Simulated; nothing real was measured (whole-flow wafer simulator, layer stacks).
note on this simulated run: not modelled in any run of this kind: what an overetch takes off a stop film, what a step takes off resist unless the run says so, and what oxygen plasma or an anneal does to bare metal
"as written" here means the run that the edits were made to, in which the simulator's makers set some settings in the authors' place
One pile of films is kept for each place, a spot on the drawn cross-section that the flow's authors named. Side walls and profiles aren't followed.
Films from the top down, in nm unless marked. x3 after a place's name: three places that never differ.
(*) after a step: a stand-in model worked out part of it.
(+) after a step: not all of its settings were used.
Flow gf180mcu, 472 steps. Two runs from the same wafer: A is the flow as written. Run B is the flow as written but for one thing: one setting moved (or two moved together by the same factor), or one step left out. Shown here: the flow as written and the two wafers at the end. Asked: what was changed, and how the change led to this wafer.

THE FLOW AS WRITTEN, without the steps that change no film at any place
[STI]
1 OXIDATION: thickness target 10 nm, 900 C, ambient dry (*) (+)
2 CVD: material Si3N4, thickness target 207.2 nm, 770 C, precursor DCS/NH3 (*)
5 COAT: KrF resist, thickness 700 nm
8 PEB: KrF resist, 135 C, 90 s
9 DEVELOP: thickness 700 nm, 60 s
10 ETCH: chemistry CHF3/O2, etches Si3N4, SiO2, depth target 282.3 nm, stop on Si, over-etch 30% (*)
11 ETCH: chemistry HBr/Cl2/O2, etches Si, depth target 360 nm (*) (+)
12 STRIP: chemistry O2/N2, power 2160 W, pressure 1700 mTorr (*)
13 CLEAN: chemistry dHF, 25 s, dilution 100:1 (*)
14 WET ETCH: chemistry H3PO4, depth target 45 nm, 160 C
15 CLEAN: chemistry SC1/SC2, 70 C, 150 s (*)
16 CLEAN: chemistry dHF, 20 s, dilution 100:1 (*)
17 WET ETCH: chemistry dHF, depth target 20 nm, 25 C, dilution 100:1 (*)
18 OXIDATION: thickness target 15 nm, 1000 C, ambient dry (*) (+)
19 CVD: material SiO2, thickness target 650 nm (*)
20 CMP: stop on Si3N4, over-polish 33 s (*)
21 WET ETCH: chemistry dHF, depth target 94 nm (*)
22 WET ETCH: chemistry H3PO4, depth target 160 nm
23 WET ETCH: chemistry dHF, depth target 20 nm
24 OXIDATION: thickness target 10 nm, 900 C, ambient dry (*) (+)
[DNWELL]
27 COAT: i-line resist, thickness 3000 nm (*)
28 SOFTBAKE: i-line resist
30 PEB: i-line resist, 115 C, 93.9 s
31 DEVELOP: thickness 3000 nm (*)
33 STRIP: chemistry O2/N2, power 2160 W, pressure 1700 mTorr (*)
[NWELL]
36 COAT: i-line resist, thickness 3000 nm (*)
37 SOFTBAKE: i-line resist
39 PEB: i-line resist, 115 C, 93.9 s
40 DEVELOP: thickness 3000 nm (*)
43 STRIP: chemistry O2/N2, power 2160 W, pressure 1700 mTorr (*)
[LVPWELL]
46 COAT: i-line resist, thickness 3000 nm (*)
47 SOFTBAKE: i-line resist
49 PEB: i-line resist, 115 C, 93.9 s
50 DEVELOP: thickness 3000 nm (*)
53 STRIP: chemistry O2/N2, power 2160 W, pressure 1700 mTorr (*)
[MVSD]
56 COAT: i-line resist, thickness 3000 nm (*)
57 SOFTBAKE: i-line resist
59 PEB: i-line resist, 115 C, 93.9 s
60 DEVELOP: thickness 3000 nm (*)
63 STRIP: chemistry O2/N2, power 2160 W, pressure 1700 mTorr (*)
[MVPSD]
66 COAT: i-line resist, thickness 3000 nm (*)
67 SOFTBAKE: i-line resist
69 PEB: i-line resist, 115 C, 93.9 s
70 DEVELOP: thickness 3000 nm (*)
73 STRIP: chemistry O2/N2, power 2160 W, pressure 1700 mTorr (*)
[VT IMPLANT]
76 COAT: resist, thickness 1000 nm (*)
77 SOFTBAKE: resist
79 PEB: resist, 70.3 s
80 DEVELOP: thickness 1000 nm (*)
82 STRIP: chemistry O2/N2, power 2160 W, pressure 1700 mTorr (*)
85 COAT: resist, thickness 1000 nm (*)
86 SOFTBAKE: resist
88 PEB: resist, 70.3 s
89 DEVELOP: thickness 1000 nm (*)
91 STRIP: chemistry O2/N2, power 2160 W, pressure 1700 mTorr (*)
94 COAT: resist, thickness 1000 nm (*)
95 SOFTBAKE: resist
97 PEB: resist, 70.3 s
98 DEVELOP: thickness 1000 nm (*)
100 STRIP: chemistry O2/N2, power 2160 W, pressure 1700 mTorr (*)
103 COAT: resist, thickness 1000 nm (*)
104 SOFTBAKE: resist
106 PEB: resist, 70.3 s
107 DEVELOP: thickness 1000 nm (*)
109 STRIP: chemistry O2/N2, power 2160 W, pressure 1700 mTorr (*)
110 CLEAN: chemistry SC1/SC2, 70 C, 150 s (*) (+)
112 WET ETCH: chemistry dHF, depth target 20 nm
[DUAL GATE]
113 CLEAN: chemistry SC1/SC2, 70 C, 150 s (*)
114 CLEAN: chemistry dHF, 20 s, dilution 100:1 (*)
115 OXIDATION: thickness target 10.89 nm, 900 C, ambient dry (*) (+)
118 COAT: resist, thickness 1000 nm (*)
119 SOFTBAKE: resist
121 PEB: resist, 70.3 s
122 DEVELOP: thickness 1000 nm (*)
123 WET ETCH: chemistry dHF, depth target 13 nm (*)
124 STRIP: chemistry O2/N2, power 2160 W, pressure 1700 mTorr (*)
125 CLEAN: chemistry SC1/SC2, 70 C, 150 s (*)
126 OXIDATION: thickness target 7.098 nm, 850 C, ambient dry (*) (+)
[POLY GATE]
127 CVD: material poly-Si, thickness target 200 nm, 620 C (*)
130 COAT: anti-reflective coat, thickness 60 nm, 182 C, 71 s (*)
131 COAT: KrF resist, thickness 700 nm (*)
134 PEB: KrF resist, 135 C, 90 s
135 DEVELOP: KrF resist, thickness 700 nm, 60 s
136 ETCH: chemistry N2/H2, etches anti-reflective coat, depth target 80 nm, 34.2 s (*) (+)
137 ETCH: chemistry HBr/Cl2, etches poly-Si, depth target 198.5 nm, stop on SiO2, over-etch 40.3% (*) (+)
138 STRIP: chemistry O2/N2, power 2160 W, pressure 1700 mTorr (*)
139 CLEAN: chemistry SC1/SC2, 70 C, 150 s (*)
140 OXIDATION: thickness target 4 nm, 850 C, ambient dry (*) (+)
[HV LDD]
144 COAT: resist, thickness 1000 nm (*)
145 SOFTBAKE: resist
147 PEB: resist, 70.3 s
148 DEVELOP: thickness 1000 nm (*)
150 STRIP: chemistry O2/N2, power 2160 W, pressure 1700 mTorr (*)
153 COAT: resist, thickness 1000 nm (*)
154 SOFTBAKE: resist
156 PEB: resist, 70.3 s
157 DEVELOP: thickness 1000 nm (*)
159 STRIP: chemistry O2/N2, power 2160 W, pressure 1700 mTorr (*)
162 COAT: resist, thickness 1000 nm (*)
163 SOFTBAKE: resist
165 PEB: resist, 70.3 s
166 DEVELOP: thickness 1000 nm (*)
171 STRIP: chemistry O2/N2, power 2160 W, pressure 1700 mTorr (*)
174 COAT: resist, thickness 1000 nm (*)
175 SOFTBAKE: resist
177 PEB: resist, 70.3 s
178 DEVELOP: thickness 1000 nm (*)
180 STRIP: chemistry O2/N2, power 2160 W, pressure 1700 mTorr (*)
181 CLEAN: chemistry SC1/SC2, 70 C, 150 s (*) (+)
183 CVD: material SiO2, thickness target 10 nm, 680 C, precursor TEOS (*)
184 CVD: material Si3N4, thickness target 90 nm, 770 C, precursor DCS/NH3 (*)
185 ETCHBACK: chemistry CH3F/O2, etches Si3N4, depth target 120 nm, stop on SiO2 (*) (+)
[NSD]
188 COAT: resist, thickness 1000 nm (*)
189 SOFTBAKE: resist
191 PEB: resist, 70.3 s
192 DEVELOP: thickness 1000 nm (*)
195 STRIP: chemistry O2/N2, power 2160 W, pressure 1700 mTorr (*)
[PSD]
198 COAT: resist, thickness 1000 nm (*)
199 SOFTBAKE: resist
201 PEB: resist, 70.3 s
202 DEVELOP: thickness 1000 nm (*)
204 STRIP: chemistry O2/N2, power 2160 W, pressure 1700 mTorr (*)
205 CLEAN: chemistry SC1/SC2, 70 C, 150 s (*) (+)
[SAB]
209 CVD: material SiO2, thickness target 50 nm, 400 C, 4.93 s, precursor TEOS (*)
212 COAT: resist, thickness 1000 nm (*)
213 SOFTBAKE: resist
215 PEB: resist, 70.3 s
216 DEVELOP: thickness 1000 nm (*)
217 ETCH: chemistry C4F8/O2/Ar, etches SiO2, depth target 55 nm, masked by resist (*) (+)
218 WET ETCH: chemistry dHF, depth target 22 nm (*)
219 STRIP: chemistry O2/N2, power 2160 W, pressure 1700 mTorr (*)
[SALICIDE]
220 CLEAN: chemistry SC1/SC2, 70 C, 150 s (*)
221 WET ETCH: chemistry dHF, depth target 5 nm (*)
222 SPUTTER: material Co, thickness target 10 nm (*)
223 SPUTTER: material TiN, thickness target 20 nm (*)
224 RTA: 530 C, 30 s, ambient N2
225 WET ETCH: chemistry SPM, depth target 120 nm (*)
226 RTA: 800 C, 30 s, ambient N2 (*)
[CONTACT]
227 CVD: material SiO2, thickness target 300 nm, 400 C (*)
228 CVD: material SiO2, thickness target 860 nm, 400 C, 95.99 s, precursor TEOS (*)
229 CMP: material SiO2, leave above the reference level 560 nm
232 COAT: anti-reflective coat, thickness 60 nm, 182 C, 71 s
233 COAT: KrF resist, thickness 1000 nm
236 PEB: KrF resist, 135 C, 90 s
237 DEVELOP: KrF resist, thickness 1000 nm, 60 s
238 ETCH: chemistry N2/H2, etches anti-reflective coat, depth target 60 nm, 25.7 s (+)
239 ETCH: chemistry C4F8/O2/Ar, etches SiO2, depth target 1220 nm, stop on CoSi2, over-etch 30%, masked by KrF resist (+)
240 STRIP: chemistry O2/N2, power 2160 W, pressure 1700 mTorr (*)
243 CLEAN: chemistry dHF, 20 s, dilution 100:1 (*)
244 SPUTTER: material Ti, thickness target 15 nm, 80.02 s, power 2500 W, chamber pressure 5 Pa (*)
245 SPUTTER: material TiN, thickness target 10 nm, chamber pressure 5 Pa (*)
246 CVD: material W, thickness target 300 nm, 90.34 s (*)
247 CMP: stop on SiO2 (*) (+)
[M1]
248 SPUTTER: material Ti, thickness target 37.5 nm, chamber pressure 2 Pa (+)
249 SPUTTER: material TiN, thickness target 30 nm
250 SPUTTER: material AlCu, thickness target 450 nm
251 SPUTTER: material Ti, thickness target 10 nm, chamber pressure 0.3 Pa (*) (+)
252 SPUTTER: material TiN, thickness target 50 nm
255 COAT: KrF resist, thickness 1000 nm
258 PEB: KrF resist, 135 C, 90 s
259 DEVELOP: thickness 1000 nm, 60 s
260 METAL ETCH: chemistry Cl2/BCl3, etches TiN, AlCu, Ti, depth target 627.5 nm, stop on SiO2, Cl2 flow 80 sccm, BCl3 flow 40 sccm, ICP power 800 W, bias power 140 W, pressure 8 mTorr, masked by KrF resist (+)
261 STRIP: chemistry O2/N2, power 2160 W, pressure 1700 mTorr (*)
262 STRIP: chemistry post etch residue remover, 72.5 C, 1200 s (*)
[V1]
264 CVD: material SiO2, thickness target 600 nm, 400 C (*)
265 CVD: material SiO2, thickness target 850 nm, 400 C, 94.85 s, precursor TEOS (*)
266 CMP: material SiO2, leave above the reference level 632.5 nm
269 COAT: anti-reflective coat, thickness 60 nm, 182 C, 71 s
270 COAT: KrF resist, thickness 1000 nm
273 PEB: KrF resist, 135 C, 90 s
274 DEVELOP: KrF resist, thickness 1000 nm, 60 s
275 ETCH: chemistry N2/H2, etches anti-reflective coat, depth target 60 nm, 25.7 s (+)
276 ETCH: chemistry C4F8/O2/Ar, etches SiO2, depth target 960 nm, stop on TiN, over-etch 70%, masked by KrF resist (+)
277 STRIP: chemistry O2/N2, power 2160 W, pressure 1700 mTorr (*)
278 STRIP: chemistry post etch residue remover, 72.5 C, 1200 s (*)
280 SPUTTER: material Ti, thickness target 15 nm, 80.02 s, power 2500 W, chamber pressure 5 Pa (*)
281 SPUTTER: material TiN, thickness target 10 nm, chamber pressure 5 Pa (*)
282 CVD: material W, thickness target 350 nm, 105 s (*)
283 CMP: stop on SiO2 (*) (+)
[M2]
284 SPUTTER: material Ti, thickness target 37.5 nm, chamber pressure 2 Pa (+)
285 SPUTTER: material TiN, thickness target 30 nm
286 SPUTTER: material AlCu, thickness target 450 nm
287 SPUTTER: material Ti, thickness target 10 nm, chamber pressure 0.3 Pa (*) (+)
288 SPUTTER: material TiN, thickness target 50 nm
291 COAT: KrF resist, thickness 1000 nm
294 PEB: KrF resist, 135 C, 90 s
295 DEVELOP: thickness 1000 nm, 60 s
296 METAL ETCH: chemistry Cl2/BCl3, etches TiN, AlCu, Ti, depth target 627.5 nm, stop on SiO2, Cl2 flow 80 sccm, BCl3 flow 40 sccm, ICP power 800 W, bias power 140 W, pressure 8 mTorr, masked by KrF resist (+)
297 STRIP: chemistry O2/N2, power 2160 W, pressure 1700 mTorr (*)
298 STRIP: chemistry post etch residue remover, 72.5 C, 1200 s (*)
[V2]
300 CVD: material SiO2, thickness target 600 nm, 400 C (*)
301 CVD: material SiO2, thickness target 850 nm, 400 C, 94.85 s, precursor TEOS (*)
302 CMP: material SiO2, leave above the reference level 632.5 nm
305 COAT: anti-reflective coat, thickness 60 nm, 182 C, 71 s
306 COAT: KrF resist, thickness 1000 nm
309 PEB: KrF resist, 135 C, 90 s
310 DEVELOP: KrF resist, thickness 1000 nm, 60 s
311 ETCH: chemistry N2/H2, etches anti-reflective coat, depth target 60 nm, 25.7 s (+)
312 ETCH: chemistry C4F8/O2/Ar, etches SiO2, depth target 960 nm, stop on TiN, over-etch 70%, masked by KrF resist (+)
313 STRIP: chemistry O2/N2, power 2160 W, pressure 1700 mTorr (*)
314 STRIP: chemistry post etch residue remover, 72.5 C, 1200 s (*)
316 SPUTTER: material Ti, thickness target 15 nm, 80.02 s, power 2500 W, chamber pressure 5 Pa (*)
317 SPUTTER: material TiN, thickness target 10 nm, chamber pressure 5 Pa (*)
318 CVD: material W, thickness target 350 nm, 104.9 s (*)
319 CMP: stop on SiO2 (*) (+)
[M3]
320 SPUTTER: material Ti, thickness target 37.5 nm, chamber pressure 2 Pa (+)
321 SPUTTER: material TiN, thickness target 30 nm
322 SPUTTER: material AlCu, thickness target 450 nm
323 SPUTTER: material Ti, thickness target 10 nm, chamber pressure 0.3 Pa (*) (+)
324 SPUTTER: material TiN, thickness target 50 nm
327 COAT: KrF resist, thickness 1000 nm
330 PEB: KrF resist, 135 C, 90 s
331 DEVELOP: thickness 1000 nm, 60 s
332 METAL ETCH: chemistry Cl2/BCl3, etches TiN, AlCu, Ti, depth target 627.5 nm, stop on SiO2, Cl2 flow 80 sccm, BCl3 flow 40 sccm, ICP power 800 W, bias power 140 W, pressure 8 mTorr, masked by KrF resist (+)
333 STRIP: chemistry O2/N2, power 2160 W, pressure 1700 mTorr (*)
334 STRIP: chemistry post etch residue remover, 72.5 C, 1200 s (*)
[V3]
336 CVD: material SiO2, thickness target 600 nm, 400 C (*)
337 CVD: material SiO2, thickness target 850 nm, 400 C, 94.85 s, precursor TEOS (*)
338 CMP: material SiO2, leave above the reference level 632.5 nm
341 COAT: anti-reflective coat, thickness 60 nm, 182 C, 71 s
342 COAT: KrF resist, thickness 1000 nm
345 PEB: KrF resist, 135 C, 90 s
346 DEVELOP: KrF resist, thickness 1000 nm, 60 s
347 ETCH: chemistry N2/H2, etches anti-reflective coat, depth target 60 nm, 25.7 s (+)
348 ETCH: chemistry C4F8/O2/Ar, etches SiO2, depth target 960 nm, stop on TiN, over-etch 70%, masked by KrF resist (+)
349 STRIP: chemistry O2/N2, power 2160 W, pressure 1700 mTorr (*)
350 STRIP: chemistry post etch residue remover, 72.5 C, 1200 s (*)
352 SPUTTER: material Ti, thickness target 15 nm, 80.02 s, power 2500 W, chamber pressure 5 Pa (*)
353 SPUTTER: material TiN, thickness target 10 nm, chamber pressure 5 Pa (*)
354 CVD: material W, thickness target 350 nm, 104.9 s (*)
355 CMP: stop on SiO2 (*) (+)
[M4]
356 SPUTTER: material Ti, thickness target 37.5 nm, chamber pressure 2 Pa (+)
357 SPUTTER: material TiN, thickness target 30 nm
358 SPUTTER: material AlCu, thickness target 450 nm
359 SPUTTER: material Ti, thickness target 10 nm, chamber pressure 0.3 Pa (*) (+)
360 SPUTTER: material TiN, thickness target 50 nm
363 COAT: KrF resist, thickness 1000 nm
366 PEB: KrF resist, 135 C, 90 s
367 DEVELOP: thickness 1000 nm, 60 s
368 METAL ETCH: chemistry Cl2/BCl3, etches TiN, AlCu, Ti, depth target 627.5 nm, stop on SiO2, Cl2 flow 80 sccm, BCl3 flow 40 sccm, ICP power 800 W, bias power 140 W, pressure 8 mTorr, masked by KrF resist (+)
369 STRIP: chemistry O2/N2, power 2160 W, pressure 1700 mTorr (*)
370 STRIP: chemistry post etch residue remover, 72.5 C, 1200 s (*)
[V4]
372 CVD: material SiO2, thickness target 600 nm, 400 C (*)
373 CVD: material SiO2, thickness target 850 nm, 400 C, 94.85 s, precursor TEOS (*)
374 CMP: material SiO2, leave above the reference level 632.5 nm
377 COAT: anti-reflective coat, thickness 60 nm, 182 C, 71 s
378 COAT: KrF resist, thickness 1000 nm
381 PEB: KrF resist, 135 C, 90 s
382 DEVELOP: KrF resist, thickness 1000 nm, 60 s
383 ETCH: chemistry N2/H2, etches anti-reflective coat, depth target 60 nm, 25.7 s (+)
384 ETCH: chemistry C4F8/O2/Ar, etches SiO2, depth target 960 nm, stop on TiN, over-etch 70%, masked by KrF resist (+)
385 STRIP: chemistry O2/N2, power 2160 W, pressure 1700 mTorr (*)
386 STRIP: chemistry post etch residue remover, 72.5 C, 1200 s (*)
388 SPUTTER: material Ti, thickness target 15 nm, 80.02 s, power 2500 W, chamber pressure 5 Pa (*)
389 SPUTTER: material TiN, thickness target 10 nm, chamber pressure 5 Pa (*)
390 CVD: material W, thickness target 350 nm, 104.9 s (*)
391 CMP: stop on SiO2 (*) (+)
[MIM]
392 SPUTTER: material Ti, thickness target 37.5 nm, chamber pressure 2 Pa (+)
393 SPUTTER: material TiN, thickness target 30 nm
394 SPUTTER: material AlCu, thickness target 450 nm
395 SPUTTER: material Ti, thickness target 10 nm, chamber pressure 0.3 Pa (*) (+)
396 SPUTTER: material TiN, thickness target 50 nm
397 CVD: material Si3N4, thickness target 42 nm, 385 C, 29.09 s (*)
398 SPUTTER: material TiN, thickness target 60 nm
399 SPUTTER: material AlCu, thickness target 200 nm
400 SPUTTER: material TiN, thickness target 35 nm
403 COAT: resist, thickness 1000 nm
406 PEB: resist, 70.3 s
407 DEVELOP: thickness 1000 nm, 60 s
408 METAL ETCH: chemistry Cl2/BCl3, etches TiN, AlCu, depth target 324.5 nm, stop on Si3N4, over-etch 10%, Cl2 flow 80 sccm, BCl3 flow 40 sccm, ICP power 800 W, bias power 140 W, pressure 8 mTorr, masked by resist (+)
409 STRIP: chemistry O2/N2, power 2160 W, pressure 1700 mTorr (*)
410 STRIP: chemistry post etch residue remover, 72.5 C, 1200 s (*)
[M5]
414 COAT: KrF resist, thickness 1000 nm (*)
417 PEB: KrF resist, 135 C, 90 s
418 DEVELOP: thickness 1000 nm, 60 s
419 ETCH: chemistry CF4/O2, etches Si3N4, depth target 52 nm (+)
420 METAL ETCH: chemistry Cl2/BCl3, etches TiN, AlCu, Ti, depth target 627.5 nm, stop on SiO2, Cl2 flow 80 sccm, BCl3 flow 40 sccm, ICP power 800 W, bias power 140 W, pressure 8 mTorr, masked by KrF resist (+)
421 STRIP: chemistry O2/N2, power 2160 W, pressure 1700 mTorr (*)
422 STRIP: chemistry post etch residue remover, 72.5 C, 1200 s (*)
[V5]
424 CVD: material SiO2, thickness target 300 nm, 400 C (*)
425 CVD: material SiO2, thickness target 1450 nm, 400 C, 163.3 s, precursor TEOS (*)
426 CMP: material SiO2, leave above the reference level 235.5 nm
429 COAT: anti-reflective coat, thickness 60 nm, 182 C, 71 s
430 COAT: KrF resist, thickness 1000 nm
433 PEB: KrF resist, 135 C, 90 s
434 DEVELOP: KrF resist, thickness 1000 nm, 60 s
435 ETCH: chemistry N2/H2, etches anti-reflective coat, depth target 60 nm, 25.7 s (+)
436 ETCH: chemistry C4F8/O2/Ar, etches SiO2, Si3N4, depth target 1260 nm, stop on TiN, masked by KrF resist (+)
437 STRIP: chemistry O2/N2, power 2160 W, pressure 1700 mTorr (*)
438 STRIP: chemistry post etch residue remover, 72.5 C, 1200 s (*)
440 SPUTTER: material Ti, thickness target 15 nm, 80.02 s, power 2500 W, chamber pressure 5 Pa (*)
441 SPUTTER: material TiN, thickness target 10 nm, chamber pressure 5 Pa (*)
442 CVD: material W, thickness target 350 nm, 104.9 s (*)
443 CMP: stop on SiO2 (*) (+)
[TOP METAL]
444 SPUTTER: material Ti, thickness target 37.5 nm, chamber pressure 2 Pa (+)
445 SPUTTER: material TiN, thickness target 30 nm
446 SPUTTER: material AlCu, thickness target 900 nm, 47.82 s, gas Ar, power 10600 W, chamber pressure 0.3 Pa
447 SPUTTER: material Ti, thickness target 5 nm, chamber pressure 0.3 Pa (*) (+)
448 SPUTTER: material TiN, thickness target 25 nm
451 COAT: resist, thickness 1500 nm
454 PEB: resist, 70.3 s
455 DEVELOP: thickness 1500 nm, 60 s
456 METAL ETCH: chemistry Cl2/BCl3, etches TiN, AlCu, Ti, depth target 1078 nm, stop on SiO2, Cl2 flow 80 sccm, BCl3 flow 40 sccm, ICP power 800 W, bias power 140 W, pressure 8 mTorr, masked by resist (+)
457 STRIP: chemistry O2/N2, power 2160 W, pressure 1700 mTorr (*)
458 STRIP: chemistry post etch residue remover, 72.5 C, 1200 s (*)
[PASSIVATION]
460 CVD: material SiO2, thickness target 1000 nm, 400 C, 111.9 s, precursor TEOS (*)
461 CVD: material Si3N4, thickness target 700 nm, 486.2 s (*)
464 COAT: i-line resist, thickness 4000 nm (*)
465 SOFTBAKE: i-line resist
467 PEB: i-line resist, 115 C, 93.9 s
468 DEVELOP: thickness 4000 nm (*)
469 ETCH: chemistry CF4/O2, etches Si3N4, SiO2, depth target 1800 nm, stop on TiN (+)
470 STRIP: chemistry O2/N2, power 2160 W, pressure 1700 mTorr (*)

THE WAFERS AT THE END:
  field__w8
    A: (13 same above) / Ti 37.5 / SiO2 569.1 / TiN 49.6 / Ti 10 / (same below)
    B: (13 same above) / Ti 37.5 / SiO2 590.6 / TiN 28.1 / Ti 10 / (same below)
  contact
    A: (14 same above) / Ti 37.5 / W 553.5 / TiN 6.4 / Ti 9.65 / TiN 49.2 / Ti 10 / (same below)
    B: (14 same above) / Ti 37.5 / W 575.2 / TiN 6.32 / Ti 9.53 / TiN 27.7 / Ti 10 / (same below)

The cause: step 360, SPUTTER: thickness target 28.5 nm was run, where the flow has thickness target 50 nm.

How the change led to this, step by step:
  360 SPUTTER: material TiN, thickness target 50 nm
      field, field__w1, field__w2 and 108 more: A TiN +50 (new film) | B TiN +28.5 (new film)
  368 METAL ETCH: chemistry Cl2/BCl3, etches TiN, AlCu, Ti, depth target 627.5 nm, stop on SiO2, Cl2 flow 80 sccm, BCl3 flow 40 sccm, ICP power 800 W, bias power 140 W, pressure 8 mTorr, masked by KrF resist (+)
      field, field__w1, field__w2 and 103 more: A TiN -50 (all of it), Ti -10 (all of it), AlCu -450 (all of it), TiN -30 (all of it), Ti -37.5 (all of it) | B TiN -28.5 (all of it), Ti -10 (all of it), AlCu -450 (all of it), TiN -30 (all of it), Ti -37.5 (all of it)
  374 CMP: material SiO2, leave above the reference level 632.5 nm
      field__w8, contact, m1, m1__w1, m1_nw: A SiO2 -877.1 | B SiO2 -855.6
  384 ETCH: chemistry C4F8/O2/Ar, etches SiO2, depth target 960 nm, stop on TiN, over-etch 70%, masked by KrF resist (+)
      contact: A SiO2 -572.5 (all of it) | B SiO2 -594 (all of it)
  390 CVD: material W, thickness target 350 nm, 104.9 s (*)
      contact: A W +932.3 (new film) | B W +954 (new film)
